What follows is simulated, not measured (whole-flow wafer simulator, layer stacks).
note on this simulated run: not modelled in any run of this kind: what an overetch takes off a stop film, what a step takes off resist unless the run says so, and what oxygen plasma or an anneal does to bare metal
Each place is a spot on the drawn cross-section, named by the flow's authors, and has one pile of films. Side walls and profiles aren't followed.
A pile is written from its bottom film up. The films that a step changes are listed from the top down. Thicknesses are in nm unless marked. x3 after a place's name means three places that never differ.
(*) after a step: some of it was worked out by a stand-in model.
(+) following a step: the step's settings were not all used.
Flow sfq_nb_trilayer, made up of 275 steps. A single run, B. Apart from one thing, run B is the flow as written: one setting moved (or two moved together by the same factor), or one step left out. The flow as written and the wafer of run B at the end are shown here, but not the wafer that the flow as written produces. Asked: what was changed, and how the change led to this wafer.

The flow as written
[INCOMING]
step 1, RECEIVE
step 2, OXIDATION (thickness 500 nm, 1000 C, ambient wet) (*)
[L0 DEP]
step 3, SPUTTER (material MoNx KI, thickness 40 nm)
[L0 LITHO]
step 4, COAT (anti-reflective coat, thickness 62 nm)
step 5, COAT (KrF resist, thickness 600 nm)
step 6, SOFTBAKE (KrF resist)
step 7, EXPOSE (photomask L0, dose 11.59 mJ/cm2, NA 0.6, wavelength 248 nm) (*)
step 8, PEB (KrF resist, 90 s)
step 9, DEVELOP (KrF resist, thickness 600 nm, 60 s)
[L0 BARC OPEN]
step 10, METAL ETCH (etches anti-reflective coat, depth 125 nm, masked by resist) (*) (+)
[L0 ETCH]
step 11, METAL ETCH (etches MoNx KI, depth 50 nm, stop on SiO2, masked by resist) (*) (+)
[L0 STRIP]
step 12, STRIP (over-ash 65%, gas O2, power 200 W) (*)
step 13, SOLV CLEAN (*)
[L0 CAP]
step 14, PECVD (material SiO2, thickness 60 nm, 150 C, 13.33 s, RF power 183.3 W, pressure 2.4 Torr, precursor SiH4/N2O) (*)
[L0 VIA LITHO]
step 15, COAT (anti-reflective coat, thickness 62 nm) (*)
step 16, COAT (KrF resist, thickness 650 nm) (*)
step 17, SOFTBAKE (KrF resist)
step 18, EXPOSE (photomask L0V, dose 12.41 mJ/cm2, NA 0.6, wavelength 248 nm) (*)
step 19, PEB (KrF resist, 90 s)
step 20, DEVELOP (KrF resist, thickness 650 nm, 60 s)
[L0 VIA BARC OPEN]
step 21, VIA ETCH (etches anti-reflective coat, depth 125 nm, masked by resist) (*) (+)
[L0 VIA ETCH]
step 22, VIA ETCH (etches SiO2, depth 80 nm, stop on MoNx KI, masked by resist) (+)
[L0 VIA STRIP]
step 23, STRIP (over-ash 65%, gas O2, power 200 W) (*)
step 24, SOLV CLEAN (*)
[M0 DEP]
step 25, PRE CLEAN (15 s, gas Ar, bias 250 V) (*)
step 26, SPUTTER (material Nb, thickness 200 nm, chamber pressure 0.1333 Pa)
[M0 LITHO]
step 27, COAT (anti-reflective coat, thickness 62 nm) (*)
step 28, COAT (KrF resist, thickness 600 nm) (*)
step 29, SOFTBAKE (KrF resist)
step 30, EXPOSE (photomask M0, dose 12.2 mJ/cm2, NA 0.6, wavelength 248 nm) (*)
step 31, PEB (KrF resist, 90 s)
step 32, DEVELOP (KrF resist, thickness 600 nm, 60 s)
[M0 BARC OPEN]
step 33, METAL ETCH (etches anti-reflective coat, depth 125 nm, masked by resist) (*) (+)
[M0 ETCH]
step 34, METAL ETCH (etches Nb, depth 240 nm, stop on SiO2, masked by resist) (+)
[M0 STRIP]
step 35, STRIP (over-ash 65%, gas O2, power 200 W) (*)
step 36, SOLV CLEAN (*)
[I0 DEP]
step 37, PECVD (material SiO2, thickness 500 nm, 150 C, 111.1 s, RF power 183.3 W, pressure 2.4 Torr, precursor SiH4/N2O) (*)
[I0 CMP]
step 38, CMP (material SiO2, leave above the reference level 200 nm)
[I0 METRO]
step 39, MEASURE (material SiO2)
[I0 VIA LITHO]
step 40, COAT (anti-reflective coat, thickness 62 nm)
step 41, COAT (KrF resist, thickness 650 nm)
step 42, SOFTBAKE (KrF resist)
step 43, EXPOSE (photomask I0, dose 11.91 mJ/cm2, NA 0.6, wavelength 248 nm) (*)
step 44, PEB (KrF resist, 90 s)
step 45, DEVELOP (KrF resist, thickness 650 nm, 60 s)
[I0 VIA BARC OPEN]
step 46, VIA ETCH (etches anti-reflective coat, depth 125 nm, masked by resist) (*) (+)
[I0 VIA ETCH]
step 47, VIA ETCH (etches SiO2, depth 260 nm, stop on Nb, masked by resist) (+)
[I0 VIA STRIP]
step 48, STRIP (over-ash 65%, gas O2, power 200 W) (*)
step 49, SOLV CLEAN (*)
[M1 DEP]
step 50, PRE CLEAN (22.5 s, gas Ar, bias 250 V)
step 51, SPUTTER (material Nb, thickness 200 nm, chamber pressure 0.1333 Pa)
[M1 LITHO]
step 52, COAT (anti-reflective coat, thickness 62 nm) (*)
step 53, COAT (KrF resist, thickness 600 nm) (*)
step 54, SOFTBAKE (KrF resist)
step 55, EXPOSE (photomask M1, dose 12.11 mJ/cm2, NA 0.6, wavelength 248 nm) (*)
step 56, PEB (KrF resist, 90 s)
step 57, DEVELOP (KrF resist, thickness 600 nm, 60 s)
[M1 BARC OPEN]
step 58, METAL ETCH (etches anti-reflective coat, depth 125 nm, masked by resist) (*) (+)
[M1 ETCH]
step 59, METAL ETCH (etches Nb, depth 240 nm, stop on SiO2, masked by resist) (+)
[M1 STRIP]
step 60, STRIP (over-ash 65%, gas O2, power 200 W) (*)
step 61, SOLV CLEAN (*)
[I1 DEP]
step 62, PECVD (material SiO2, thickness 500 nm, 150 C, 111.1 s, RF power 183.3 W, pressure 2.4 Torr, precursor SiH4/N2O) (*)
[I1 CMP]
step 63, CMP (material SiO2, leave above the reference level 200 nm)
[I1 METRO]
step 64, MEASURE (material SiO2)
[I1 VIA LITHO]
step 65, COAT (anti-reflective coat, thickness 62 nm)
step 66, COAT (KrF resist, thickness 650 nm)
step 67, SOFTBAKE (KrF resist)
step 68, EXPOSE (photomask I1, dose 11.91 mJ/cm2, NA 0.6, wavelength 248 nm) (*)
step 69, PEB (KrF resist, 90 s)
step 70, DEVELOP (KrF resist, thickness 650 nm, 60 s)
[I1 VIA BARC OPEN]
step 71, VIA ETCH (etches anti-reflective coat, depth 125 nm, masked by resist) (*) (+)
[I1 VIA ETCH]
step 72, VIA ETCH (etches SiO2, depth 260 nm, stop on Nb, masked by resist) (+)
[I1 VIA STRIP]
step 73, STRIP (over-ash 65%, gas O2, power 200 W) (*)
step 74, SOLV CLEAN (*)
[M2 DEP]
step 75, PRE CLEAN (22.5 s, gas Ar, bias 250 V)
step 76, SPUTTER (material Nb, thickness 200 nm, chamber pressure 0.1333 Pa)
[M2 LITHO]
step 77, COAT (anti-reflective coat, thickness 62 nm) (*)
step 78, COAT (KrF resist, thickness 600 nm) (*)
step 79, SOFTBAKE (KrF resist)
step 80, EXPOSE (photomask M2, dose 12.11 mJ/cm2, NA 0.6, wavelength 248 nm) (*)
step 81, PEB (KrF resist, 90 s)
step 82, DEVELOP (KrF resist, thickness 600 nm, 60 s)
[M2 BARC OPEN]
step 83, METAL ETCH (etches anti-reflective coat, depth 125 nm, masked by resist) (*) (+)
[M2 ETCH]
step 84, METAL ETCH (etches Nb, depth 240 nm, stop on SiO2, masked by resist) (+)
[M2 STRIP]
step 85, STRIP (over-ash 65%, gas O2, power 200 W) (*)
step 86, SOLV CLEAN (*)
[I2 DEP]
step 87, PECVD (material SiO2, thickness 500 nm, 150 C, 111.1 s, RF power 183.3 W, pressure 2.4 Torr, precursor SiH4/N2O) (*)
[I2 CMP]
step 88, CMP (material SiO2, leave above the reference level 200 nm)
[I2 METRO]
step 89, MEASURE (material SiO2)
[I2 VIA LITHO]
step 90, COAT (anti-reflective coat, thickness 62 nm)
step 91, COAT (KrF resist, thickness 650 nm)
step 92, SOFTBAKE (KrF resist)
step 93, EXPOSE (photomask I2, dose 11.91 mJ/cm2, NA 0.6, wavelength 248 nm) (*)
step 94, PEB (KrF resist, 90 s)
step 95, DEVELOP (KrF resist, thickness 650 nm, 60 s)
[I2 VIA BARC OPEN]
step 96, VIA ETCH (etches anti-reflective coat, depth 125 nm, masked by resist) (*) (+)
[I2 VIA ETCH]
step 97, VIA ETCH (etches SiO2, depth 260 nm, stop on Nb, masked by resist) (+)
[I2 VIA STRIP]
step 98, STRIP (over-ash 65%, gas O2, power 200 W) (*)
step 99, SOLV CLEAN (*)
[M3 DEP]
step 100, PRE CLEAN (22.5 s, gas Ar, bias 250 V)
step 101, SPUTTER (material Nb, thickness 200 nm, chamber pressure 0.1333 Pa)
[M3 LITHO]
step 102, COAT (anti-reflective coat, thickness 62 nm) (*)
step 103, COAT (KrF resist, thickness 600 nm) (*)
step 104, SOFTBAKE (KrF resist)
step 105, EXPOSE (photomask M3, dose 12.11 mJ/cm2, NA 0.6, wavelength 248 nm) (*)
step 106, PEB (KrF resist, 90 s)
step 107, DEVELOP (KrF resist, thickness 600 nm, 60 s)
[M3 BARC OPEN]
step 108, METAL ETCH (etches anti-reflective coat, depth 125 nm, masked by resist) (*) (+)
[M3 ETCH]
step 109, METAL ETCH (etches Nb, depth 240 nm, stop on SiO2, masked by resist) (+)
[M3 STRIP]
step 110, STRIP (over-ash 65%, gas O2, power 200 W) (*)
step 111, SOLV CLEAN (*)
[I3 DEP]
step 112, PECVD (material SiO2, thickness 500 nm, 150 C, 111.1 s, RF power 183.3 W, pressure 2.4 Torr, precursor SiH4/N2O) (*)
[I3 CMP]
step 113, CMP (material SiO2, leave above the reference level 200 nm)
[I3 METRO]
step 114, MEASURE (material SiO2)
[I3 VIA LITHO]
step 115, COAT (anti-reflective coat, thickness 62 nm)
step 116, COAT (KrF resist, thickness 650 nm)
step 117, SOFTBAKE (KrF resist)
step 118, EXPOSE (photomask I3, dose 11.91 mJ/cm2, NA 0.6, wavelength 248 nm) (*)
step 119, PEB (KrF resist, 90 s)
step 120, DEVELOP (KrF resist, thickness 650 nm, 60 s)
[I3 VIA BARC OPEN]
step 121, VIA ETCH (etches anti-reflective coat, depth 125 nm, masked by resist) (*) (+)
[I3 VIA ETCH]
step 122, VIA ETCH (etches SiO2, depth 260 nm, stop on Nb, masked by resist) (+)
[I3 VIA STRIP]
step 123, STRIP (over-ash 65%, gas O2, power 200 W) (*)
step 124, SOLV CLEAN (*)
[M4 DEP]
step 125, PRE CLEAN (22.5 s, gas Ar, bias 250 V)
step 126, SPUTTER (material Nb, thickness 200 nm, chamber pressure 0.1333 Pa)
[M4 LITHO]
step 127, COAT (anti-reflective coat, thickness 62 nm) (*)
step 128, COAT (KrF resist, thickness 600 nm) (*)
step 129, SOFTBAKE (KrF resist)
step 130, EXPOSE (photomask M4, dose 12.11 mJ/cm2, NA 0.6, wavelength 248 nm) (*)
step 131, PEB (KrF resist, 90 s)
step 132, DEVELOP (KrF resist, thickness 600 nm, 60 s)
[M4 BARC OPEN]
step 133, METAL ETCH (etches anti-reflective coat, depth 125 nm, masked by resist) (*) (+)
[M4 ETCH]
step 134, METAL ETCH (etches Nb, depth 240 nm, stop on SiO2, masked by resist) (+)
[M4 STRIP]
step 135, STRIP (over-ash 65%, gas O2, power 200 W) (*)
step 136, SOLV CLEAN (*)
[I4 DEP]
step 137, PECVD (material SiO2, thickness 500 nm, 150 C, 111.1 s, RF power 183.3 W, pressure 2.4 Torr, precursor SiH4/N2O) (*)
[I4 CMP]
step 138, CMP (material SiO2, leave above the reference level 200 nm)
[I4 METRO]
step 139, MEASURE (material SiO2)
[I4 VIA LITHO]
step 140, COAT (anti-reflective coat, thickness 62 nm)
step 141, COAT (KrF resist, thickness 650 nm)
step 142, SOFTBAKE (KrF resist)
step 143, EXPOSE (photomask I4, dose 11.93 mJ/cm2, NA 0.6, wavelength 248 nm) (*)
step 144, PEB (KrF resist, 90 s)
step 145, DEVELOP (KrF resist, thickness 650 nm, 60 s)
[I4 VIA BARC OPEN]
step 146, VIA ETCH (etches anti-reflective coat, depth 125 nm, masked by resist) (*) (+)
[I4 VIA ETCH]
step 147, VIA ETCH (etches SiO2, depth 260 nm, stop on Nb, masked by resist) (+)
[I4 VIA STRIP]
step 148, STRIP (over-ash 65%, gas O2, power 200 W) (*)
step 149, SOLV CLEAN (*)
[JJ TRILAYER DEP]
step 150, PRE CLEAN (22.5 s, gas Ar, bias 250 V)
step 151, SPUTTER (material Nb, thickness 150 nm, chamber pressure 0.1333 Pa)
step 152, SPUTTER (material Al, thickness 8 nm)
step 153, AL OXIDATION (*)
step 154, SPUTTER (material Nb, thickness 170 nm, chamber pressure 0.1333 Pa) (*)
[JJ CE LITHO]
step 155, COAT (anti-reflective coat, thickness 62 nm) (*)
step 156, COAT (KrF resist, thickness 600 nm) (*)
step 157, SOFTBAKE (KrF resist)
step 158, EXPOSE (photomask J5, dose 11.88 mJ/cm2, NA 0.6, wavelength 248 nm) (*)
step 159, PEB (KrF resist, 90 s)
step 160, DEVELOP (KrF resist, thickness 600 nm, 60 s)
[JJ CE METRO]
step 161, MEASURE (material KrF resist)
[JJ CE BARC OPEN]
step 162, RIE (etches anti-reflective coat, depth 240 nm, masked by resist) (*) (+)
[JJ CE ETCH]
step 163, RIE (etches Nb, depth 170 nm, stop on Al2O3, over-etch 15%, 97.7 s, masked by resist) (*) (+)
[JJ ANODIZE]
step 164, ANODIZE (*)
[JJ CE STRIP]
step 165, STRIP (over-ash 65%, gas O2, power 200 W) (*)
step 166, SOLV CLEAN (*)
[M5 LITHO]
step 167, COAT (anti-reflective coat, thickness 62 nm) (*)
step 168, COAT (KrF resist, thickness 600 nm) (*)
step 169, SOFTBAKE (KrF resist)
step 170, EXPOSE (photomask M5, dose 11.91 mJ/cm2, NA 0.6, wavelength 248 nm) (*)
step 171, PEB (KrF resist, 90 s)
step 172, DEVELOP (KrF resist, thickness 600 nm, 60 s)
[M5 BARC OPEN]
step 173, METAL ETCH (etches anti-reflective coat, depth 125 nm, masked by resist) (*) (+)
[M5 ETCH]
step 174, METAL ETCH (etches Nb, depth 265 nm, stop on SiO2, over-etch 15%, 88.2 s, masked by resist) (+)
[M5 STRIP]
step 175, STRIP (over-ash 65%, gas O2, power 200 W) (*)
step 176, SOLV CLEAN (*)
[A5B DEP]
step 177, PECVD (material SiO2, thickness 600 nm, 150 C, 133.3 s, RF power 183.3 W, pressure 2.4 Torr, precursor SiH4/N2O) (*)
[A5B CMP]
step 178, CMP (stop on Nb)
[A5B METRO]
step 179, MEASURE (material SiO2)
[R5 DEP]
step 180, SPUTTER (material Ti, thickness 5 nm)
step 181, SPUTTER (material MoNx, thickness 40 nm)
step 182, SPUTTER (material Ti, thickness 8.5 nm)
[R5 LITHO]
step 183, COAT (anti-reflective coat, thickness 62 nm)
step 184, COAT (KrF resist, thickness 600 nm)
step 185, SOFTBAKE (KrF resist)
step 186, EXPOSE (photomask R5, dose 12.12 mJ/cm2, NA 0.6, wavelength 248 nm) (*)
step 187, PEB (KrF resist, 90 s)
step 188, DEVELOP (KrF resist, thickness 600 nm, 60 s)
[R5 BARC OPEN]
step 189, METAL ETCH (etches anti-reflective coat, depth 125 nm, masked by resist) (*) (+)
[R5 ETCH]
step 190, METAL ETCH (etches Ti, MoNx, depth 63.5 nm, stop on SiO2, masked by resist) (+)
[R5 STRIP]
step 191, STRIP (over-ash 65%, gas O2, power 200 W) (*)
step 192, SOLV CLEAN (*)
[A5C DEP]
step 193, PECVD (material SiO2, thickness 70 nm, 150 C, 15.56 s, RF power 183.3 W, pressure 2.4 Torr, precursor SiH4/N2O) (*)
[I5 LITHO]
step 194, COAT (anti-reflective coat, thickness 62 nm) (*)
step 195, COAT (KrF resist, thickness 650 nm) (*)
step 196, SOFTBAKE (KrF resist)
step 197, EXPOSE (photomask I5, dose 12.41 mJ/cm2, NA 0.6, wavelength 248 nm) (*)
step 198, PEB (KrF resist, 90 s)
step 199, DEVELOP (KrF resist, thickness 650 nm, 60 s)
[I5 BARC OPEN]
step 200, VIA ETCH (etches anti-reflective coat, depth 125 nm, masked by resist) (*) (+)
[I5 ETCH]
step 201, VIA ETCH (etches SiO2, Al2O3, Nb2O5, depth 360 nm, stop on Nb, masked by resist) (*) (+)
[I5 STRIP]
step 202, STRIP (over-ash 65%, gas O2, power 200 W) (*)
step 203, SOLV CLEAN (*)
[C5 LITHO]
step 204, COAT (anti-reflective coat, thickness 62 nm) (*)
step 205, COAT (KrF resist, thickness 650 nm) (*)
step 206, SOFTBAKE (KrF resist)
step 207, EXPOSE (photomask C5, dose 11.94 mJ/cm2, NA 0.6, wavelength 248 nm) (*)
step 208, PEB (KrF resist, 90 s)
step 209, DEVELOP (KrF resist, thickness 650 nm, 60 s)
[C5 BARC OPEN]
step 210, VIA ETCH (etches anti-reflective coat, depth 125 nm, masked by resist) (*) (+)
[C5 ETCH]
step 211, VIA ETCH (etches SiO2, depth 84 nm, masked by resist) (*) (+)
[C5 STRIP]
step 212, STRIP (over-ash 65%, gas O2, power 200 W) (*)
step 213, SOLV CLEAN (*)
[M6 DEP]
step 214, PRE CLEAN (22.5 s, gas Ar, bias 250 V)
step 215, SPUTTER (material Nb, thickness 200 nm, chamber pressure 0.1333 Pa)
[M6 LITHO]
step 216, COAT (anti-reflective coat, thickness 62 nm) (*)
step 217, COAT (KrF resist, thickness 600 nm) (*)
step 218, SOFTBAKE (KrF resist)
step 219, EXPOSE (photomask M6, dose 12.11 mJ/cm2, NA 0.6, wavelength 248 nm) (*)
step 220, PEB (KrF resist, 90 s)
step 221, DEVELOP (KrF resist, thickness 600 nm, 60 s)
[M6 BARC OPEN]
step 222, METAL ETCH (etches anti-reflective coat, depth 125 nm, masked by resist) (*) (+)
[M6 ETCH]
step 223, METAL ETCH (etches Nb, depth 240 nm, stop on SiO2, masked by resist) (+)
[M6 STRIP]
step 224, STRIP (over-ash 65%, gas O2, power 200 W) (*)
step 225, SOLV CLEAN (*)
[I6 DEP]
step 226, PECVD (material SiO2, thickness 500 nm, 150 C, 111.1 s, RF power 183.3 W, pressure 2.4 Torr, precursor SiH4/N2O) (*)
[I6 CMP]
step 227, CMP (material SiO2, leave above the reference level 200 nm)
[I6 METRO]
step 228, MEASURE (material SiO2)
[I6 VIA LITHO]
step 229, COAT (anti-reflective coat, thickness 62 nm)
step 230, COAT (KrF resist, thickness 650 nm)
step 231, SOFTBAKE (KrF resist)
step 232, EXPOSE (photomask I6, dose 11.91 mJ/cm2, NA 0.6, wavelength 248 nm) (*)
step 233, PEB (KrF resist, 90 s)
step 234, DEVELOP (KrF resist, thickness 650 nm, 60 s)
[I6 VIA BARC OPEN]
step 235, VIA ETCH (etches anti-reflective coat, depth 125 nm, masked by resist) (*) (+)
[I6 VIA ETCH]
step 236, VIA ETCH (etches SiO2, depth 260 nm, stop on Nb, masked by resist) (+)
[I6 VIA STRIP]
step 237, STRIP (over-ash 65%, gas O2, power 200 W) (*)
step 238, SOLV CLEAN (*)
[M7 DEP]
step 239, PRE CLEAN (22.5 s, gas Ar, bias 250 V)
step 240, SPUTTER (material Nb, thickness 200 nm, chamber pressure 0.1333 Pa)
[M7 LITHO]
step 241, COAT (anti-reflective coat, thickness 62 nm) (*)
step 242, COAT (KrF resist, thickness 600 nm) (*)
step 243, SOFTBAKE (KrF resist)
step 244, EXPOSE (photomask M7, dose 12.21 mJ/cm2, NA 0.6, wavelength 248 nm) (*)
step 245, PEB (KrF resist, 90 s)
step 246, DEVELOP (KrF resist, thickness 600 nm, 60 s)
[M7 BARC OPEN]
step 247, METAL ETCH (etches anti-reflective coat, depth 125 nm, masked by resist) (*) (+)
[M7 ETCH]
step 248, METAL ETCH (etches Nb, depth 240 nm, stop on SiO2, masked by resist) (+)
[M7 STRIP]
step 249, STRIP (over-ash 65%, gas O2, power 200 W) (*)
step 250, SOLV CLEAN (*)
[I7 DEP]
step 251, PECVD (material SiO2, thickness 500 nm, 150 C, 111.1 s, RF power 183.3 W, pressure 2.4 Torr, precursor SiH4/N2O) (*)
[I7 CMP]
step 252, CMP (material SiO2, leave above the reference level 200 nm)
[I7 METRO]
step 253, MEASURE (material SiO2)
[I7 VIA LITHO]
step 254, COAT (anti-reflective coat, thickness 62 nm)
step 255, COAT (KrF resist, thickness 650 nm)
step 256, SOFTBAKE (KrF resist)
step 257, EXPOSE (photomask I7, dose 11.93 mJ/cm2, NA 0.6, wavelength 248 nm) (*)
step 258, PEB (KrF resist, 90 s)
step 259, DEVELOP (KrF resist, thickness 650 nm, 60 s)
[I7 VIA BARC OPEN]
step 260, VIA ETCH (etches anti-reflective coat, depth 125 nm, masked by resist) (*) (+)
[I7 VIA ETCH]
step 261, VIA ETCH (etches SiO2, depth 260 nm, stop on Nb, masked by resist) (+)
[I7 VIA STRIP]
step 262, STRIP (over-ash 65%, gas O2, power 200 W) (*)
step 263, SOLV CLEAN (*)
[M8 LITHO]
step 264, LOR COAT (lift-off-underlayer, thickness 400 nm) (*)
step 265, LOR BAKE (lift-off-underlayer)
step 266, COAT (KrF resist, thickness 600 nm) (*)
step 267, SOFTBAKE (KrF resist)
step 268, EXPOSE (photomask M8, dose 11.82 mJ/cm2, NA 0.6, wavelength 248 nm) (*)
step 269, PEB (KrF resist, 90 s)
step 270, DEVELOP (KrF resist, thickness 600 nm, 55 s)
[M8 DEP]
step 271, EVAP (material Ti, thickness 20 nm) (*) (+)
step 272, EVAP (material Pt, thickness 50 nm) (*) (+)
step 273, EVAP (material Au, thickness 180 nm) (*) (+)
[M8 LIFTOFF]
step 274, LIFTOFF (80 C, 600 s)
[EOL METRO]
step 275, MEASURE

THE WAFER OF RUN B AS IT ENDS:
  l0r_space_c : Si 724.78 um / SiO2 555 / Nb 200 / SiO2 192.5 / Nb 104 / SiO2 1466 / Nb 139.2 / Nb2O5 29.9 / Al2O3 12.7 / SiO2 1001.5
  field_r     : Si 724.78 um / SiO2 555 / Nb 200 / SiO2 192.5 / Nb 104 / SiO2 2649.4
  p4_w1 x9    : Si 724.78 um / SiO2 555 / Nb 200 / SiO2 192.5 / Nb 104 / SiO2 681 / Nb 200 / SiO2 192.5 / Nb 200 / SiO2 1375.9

What caused this: step 59, METAL ETCH: depth 96 nm was run, though the flow has depth 240 nm.

The path from the change to this, step by step:
  step 59, METAL ETCH (etches Nb, depth 240 nm, stop on SiO2, masked by resist) (+)
      field_l, be, be_sur and 79 more: -96 Nb (it would be, as written: -200 Nb (all of it))
      v_sur, via_wl, via_w and 21 more: -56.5 KrF resist (it would be, as written: -141.2 KrF resist)
  step 60, STRIP (over-ash 65%, gas O2, power 200 W) (*)
      wl_j_sl, wl_jj, wl_j_sr and 13 more: -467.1 KrF resist (all of it), -62 anti-reflective coat (all of it) (it would be, as written: -382.4 KrF resist (all of it), -62 anti-reflective coat (all of it))
      v_sur: -450.6 KrF resist (all of it), -61.1 anti-reflective coat (all of it) (it would be, as written: -365.9 KrF resist (all of it), -61.1 anti-reflective coat (all of it))
      (and at 7 other places as well)
  step 62, PECVD (material SiO2, thickness 500 nm, 150 C, 111.1 s, RF power 183.3 W, pressure 2.4 Torr, precursor SiH4/N2O) (*)
      field_l, be, be_sur and 72 more: +500 SiO2 (new film) (it would be, as written: +500 SiO2)
      lsp_m, ln_m6, lsp_r, l0_sur, l0v: +500 SiO2 (new film) (it would be, as written: +494.9 SiO2)
      (and at 2 other places as well)
  step 63, CMP (material SiO2, leave above the reference level 200 nm)
      field_l, be, be_sur and 72 more: -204 SiO2 (it would be, as written: -100 SiO2)
      lsp_m, ln_m6, lsp_r, l0_sur, l0v: -204 SiO2 (it would be, as written: -94.9 SiO2)
      (and at 2 other places as well)
With metal films that touch counted as one body, l0r_space_c has 3 bodies (between them, from the top down: SiO2 1466; SiO2 192.5); the flow as written gives 2 bodies (between them, from the top down: SiO2 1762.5).
With metal films that touch counted as one body, field_r has 2 bodies (between them, from the top down: SiO2 192.5); the flow as written gives 1 body.
With metal films that touch counted as one body, p4_w1 x9 has 4 bodies (between them, from the top down: SiO2 192.5; SiO2 681; SiO2 192.5); the flow as written gives 3 bodies (between them, from the top down: SiO2 192.5; SiO2 977.5).
